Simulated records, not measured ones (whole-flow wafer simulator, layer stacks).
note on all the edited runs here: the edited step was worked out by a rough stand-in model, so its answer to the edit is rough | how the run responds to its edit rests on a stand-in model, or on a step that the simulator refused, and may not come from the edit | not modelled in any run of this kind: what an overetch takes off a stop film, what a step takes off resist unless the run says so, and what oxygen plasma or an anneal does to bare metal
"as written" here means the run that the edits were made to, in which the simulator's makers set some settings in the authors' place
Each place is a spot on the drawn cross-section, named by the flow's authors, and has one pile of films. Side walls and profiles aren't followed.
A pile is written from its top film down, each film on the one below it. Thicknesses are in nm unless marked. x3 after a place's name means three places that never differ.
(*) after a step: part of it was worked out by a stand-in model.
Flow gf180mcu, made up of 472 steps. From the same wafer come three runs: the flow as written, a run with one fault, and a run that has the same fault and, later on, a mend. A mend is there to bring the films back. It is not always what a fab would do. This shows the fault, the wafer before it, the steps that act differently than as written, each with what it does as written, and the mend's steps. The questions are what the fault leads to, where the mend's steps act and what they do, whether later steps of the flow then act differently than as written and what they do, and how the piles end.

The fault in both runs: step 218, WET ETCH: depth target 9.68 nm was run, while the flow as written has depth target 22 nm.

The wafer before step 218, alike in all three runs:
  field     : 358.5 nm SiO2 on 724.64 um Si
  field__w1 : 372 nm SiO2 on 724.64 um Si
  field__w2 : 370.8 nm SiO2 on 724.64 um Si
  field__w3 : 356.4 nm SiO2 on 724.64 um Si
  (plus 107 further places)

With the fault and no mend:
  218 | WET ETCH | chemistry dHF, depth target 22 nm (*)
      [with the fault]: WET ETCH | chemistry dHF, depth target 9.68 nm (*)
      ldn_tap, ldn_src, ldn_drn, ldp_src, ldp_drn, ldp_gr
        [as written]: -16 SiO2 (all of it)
        [with the fault]: -10.1 SiO2
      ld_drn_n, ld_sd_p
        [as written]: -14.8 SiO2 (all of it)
        [with the fault]: -9.88 SiO2
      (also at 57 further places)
  Steps further on in the flow that do not act as written (4 other steps are not shown; they differ only slightly, by no more than 2% or 0.5 nm, whichever is larger):
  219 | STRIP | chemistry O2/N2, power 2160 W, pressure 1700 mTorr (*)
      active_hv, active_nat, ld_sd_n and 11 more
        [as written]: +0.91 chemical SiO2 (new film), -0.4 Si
        [with the fault]: nothing
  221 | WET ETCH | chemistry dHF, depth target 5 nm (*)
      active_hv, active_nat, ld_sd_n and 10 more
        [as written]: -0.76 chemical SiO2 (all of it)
        [with the fault]: -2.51 SiO2
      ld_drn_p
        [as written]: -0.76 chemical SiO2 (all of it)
        [with the fault]: -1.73 SiO2 (all of it)
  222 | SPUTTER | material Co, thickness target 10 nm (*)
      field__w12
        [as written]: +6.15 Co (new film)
        [with the fault]: +6.67 Co (new film)
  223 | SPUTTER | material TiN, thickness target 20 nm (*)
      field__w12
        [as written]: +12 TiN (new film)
        [with the fault]: +12.7 TiN (new film)
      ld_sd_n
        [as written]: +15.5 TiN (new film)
        [with the fault]: +16.4 TiN (new film)
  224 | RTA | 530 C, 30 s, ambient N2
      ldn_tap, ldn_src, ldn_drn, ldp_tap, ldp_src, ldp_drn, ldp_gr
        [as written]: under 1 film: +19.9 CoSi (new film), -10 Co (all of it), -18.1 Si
        [with the fault]: nothing
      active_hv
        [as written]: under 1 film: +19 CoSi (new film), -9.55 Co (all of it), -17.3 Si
        [with the fault]: nothing
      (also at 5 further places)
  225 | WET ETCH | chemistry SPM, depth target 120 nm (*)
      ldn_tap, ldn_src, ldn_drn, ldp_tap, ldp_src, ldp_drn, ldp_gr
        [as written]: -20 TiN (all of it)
        [with the fault]: -20 TiN (all of it), -10 Co (all of it)
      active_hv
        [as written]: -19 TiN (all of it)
        [with the fault]: -19 TiN (all of it), -9.56 Co (all of it)
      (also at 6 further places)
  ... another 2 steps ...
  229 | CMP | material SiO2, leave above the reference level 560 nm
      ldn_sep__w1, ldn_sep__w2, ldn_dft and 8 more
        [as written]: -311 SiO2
        [with the fault]: -324.6 SiO2
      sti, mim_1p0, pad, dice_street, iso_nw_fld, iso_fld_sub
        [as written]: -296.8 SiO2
        [with the fault]: -310.4 SiO2
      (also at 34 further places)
  At active_hv, active_nat, ld_sd_n and 10 more, the piles at the end differ from the flow's by more than 2% or 0.5 nm, whichever is larger.
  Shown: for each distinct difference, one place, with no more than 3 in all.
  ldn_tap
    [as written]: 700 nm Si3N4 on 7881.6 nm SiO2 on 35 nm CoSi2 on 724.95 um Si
    [with the fault]: 700 nm Si3N4 on 7879.7 nm SiO2 on 724.98 um Si
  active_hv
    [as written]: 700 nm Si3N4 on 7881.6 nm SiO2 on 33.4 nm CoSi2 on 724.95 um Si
    [with the fault]: 700 nm Si3N4 on 7879.7 nm SiO2 on 724.98 um Si
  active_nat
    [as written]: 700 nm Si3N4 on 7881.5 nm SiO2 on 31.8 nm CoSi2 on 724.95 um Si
    [with the fault]: 700 nm Si3N4 on 7879.7 nm SiO2 on 724.98 um Si

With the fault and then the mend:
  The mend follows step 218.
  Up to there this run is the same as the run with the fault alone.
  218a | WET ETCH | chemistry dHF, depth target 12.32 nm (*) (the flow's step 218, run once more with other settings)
      field, field__w1, field__w2 and 47 more
        -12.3 SiO2
      ldn_tap, ldn_src, ldn_drn, ldp_tap, ldp_src, ldp_drn, ldp_gr
        -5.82 SiO2 (all of it)
      ld_drn_n, ld_sd_p
        -4.91 SiO2 (all of it)
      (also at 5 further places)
  Every later step of the flow that is run acts as written, at every place that is followed, to within 2% or 0.5 nm, whichever is larger.
  When the end is reached, the piles differ only a little from the flow's at the places that both follow, at most by 2% or 0.5 nm, whichever is larger.
